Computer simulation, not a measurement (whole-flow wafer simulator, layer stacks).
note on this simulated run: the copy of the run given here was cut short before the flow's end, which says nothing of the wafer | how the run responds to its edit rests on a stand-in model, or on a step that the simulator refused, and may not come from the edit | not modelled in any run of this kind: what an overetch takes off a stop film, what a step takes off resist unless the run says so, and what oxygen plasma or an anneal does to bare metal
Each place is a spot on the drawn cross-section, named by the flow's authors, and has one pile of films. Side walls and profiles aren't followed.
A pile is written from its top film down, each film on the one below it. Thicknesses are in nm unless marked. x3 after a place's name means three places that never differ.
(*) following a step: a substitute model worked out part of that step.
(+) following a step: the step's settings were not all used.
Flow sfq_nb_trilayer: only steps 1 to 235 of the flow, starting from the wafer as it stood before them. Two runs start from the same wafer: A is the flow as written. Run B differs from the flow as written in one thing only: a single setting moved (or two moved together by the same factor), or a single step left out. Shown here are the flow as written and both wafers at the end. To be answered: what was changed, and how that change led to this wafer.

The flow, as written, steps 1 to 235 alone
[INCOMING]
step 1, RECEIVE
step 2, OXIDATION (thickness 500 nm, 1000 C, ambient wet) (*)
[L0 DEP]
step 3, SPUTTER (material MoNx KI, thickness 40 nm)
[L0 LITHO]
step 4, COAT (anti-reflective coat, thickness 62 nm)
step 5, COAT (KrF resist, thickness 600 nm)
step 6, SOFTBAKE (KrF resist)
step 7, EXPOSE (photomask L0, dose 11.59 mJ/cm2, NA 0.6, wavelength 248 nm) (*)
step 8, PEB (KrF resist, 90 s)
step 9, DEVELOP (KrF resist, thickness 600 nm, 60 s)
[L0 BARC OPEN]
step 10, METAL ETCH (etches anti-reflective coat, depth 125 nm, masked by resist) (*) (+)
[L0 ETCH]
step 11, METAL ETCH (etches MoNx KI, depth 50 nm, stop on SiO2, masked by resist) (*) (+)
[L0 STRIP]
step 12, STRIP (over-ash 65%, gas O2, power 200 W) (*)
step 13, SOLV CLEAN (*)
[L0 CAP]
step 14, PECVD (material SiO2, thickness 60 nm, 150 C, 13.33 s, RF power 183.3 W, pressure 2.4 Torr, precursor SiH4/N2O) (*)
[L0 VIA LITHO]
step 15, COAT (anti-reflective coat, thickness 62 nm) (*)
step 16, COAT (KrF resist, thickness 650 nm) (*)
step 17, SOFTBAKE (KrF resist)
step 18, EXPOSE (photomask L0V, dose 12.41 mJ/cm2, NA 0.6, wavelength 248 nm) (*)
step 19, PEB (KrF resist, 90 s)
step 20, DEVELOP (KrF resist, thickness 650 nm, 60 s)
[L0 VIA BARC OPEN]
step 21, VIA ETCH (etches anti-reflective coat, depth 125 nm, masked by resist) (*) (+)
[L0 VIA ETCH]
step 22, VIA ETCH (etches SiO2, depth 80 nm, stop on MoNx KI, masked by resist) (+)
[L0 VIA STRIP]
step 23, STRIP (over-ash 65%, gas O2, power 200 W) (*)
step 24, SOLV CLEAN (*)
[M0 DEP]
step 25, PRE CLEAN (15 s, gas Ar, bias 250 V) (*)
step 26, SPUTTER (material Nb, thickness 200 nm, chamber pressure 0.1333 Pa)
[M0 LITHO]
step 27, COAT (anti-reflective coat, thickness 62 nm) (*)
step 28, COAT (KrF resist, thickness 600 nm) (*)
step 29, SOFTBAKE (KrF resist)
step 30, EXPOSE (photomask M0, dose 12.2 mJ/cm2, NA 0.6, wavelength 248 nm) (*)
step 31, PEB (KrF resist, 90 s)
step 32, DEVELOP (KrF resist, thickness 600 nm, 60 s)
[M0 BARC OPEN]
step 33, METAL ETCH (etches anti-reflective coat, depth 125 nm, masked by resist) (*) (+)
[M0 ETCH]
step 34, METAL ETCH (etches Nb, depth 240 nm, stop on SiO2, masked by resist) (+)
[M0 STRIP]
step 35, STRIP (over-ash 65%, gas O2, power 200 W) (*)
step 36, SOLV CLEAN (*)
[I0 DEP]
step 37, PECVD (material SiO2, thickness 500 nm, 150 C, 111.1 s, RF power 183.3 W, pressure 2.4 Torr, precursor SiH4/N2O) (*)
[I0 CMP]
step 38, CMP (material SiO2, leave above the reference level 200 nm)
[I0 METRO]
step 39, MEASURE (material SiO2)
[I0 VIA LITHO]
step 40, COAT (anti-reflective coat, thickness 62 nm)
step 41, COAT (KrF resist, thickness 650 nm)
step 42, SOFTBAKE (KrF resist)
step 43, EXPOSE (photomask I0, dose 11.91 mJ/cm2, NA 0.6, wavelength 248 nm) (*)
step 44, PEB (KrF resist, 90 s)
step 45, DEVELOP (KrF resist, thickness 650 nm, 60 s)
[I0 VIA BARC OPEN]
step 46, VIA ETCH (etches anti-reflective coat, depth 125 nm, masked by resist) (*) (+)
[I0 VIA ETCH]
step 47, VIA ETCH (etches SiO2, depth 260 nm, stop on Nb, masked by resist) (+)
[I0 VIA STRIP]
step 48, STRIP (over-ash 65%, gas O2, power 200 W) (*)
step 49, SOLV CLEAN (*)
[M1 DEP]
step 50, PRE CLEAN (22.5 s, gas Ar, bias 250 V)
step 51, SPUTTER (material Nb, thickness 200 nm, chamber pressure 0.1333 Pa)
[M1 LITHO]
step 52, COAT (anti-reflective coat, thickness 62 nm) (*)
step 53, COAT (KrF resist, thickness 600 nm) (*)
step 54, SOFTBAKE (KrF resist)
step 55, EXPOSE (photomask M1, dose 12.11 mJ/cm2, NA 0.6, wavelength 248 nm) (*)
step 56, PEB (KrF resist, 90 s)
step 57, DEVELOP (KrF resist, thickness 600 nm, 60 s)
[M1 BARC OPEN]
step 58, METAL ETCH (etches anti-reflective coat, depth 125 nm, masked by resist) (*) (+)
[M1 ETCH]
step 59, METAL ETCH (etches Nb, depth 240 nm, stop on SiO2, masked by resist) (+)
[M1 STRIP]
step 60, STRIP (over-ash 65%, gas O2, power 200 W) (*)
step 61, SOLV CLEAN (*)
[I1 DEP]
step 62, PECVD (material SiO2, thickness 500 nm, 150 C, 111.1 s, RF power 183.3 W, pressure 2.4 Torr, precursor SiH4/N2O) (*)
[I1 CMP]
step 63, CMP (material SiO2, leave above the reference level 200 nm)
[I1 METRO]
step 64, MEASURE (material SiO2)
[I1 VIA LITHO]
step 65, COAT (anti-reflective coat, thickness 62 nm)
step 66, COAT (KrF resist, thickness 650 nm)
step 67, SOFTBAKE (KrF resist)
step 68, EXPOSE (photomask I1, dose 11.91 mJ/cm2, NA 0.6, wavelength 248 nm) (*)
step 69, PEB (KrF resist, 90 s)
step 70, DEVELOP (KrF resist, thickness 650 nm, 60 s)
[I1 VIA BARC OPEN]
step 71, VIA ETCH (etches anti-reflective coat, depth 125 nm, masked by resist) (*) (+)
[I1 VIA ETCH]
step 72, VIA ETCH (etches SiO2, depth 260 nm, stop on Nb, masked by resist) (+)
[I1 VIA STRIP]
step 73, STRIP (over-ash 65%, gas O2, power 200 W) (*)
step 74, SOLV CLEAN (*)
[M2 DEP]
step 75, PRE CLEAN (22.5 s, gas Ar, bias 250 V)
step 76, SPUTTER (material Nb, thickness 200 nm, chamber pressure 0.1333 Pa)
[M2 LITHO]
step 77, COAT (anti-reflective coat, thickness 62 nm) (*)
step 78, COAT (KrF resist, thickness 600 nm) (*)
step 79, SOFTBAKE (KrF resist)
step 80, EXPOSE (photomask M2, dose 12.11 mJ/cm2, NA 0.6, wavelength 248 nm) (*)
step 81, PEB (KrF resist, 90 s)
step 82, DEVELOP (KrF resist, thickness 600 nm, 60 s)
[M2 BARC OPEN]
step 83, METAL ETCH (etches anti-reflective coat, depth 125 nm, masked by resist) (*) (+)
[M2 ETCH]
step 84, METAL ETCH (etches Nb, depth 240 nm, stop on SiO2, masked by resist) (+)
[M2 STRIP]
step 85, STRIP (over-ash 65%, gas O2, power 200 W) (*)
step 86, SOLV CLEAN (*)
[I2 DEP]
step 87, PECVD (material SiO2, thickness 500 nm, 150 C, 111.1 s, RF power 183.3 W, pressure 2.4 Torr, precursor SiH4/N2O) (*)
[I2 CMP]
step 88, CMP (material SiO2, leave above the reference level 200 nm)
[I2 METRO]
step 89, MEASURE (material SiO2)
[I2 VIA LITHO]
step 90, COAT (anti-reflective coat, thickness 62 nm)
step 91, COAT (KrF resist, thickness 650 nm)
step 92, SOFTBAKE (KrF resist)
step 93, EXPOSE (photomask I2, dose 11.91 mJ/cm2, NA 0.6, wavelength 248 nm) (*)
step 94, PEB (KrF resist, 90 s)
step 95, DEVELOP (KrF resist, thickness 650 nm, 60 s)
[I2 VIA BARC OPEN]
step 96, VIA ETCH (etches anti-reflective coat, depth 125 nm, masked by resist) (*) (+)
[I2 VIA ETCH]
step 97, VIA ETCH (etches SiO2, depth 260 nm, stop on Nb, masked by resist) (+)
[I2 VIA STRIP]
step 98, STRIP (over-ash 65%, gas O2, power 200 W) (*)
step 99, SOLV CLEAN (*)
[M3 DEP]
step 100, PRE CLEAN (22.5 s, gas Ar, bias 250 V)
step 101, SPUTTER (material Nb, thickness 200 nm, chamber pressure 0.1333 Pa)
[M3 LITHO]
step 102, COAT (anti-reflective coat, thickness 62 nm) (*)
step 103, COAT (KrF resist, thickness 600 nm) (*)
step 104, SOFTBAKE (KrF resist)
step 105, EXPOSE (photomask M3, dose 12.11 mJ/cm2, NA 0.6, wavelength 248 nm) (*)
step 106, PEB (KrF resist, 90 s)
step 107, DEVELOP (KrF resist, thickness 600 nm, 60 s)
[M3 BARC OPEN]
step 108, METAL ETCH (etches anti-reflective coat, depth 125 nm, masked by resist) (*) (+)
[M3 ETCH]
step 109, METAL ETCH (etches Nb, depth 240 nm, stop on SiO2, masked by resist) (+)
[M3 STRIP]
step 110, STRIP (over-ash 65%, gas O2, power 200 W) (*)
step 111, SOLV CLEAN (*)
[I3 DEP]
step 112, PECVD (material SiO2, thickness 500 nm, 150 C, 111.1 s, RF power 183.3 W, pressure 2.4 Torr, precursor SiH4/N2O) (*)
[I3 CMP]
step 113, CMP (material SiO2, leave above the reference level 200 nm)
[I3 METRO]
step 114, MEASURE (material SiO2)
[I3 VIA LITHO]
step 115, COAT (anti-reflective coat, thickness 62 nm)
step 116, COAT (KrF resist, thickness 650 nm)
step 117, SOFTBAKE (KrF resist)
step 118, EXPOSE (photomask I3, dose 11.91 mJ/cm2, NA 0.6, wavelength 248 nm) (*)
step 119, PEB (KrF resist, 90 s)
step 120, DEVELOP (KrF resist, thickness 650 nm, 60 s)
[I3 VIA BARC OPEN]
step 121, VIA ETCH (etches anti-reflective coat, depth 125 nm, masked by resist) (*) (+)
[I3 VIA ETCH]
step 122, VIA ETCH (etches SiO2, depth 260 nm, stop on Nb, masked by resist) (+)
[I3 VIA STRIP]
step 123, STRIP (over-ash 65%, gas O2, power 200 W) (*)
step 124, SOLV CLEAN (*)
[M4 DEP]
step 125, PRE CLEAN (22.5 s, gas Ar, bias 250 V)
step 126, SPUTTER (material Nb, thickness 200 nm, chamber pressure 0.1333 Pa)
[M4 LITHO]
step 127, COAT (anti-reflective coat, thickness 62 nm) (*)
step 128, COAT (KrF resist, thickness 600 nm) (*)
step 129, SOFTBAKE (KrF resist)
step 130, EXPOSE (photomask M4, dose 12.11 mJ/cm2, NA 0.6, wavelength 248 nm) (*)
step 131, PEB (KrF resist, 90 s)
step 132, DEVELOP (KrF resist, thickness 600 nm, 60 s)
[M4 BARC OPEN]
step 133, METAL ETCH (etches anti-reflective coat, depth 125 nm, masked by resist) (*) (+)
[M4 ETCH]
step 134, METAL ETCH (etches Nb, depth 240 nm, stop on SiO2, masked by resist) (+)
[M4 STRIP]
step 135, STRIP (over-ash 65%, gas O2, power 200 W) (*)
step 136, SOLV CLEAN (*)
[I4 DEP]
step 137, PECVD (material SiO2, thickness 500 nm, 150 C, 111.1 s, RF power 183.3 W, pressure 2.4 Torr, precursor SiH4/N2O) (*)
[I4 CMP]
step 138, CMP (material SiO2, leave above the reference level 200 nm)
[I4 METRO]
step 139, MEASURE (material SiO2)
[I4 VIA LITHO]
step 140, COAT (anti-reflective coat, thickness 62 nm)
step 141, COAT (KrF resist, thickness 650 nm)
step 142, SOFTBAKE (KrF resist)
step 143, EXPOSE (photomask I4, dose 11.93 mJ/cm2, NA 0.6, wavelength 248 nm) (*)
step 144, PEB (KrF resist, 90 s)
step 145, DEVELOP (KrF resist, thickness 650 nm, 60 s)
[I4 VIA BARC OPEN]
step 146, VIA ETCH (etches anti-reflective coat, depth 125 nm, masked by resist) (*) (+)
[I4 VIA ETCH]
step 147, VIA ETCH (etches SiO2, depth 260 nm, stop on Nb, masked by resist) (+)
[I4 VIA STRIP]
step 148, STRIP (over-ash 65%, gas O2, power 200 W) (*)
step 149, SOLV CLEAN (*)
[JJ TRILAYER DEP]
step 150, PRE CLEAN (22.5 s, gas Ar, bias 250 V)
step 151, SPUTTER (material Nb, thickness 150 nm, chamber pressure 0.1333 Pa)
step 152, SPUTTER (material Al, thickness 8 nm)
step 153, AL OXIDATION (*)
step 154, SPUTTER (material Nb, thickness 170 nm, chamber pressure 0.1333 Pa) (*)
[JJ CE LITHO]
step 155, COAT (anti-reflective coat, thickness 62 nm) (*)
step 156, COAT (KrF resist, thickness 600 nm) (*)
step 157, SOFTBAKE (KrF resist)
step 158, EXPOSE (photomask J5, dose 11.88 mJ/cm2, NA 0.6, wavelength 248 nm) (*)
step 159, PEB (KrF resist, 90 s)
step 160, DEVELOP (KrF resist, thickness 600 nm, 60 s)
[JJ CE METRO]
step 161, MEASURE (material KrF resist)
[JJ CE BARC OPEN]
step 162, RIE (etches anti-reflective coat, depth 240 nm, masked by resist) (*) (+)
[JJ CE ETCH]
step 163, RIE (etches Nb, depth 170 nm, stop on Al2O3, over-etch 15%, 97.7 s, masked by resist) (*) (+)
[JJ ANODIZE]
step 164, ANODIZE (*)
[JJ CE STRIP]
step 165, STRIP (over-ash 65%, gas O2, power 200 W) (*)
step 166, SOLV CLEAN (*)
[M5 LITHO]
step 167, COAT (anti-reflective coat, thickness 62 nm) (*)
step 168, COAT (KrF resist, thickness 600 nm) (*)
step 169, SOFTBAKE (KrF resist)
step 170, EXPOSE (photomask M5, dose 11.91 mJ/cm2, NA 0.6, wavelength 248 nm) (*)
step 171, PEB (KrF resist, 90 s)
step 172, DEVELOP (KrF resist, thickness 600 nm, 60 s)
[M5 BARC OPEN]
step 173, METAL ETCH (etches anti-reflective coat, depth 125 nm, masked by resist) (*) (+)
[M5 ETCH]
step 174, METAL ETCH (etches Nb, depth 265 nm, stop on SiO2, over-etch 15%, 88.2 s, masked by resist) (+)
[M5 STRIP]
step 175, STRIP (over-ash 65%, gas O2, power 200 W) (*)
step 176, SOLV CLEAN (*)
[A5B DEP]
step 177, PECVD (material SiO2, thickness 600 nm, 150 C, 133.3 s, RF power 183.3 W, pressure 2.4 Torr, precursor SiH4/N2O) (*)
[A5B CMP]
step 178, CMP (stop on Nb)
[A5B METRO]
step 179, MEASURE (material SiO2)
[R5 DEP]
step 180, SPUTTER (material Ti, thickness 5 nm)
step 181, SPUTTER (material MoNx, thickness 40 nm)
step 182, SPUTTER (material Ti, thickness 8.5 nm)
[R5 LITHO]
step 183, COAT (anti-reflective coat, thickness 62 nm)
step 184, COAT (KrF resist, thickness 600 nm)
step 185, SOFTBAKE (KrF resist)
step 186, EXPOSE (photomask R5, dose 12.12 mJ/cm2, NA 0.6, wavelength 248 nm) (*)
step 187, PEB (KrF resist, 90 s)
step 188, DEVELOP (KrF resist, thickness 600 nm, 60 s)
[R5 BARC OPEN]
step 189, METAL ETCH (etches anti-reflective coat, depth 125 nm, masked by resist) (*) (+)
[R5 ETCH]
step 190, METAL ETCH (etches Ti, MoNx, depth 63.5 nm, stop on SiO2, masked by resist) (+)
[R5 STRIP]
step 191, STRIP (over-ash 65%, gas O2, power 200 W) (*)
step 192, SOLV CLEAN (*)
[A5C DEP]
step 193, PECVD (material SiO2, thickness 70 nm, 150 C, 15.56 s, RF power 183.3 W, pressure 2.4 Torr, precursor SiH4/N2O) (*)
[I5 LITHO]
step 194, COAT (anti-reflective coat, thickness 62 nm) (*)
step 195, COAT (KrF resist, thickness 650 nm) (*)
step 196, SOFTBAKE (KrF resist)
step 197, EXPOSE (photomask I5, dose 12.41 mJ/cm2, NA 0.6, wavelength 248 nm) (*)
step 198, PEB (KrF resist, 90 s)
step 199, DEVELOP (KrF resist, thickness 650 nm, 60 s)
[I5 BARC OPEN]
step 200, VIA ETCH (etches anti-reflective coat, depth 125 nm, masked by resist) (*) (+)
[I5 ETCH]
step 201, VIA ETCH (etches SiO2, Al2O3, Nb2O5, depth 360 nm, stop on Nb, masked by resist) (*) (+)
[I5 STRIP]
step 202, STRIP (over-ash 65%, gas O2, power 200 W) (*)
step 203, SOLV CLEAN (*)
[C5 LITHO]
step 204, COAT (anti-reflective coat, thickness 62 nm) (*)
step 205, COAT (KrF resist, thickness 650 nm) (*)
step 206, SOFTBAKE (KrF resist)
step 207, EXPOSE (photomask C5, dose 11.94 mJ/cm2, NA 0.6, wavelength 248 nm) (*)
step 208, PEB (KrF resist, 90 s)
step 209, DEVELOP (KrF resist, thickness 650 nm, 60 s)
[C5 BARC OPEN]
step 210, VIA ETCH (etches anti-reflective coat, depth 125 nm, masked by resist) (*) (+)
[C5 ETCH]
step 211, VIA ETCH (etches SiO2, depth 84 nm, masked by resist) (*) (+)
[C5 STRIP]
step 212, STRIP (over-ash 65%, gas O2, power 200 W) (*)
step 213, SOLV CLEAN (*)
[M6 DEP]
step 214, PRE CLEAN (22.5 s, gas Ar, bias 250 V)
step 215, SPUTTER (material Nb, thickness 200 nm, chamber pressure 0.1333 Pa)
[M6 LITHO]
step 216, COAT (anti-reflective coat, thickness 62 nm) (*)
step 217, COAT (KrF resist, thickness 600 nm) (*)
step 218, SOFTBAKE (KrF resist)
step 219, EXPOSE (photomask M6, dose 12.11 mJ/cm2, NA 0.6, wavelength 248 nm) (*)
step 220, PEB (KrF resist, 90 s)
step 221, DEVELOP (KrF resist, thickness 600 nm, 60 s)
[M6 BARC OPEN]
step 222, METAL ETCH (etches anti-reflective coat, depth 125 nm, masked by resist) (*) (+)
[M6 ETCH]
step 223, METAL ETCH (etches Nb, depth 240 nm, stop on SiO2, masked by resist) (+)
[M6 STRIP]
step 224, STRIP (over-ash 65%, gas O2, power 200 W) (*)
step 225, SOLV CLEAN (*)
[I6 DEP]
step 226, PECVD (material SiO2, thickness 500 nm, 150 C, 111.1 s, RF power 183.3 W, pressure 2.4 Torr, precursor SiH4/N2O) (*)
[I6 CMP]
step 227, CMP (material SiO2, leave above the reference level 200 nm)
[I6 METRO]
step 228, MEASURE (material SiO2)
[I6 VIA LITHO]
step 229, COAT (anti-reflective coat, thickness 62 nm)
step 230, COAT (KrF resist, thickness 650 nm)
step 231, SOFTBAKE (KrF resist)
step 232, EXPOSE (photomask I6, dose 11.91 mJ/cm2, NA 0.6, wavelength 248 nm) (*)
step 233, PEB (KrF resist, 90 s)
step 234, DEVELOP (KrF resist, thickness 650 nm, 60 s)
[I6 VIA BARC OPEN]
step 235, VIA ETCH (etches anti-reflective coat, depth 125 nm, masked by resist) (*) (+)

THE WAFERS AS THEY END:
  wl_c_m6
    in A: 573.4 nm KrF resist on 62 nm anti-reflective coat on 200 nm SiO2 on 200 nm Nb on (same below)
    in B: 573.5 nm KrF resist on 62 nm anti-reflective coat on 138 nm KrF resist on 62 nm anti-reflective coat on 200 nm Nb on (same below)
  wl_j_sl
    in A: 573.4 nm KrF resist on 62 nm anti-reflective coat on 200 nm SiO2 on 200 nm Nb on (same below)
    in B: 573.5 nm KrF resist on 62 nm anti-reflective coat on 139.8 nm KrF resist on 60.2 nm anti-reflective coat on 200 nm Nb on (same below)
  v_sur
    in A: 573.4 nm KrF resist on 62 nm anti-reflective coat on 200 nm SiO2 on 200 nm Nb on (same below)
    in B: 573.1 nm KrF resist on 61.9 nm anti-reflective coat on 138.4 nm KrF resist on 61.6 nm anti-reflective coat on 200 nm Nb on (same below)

Cause: step 224, STRIP: over-ash 65%, gas O2, power 200 W (*), was not run.

Step by step, how the change led to this:
  step 226, PECVD (material SiO2, thickness 500 nm, 150 C, 111.1 s, RF power 183.3 W, pressure 2.4 Torr, precursor SiH4/N2O) (*)
      moat, field_r, lsp_l, ln_m5, lsp_m: A +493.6 SiO2 | B +479.4 SiO2
      lsp_r, l0_sur, l0v: A +491.9 SiO2 | B +470.4 SiO2
      (also at 6 further places)
  step 227, CMP (material SiO2, leave above the reference level 200 nm)
      v_sur, wl_j_sl, wl_j_sr: A -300 SiO2 | B -500 SiO2 (all of it), -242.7 KrF resist
      ln_m6, m6r_line_l, m6r_line_r: A -300 SiO2 | B -500 SiO2 (all of it), -244.4 KrF resist
      (also at 33 further places)
  step 229, COAT (anti-reflective coat, thickness 62 nm)
      be_sur, jj_sur: A +62 anti-reflective coat (new film) | B +53.7 anti-reflective coat (new film)
      gap: A +62 anti-reflective coat (new film) | B +131.3 anti-reflective coat (new film)
  step 230, COAT (KrF resist, thickness 650 nm)
      gap: A +650 KrF resist (new film) | B +684.5 KrF resist (new film)
